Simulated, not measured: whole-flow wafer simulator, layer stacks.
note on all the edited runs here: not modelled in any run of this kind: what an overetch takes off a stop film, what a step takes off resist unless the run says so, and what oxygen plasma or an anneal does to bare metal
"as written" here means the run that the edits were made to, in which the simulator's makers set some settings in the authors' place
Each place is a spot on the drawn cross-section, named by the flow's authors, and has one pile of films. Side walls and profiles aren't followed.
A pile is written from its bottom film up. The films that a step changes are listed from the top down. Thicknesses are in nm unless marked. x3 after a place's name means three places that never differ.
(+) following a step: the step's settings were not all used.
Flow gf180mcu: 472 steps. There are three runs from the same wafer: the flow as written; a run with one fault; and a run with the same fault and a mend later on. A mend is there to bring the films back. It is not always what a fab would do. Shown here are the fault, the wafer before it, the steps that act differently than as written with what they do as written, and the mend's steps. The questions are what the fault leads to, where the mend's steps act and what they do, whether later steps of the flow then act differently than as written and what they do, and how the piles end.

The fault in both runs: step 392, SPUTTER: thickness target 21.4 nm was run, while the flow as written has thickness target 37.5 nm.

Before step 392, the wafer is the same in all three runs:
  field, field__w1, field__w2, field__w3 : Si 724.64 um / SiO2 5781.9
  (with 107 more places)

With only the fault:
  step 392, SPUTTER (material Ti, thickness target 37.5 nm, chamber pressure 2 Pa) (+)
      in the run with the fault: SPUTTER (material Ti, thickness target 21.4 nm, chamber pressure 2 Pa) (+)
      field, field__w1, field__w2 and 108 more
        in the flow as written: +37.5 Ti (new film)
        in the run with the fault: +21.4 Ti (new film)
  Steps further on in the flow that do not act as written (not shown: 1 more step that differs only slightly, by at most 2% or 0.5 nm, whichever is larger):
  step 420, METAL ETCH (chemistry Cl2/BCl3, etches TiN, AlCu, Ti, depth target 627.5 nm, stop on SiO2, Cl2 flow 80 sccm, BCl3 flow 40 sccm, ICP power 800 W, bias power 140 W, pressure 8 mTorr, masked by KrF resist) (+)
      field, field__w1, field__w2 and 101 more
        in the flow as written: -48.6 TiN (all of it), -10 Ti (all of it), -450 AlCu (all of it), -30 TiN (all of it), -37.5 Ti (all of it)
        in the run with the fault: -48.6 TiN (all of it), -10 Ti (all of it), -450 AlCu (all of it), -30 TiN (all of it), -21.4 Ti (all of it)
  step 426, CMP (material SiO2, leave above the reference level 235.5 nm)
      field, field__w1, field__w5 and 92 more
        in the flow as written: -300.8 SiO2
        in the run with the fault: -316.9 SiO2
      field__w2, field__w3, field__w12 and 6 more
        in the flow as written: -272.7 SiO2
        in the run with the fault: -289.5 SiO2
  At field__w4, field__w8, contact, m1, m1__w1, mim, mim_1p0, m1_nw, the piles at the end differ from the flow's by more than 2% or 0.5 nm, whichever is larger.
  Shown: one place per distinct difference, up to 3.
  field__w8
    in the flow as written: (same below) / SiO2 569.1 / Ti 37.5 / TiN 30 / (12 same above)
    in the run with the fault: (same below) / SiO2 569.1 / Ti 21.4 / TiN 30 / (12 same above)
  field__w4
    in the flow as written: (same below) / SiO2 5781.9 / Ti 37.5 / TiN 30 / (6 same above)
    in the run with the fault: (same below) / SiO2 5781.9 / Ti 21.4 / TiN 30 / (6 same above)
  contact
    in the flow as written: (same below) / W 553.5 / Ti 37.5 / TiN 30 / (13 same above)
    in the run with the fault: (same below) / W 553.5 / Ti 21.4 / TiN 30 / (13 same above)

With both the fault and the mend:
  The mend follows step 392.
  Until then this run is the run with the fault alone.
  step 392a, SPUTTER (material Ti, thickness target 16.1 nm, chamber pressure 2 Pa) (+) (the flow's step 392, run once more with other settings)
      field, field__w1, field__w2 and 108 more
        +16.1 Ti
  None of the later steps of the flow acts differently than as written at any place that is followed.
  At every place that both follow, the piles at the end match the flow's.
